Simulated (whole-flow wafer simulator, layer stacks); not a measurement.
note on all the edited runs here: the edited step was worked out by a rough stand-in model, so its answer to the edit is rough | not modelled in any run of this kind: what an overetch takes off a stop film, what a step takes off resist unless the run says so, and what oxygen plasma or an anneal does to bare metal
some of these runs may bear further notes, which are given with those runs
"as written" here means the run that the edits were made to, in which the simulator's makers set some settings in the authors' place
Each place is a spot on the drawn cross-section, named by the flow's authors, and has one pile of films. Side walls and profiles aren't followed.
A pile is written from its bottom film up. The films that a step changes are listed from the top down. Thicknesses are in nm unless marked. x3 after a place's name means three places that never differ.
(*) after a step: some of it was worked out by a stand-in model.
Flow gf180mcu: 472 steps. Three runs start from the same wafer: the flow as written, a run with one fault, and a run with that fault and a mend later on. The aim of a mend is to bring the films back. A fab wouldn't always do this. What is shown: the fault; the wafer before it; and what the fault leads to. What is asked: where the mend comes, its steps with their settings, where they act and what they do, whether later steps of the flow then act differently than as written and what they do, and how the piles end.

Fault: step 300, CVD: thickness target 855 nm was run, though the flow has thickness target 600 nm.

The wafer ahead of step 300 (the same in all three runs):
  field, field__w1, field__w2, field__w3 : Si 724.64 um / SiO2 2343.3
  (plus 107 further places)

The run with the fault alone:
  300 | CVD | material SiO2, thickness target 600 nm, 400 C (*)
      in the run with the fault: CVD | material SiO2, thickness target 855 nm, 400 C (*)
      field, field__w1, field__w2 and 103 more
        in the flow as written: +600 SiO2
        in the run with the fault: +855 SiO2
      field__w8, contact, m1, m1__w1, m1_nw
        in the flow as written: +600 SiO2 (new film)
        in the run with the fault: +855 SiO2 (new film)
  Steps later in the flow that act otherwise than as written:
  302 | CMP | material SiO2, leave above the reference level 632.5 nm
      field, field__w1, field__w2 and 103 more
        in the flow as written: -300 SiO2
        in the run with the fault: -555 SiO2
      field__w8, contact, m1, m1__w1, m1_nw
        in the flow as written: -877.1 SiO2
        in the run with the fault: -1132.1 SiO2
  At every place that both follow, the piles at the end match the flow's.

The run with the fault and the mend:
  The mend follows step 300.
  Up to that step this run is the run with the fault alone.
  300a | WET ETCH | chemistry dHF, depth target 255 nm, 25 C, dilution 100:1 (a further turn of the flow's step 17, with different settings)
      field, field__w1, field__w2 and 108 more
        -255 SiO2
  Later steps of the flow that are run all act as written at every place that is followed.
  At every place that both follow, the piles at the end match the flow's.
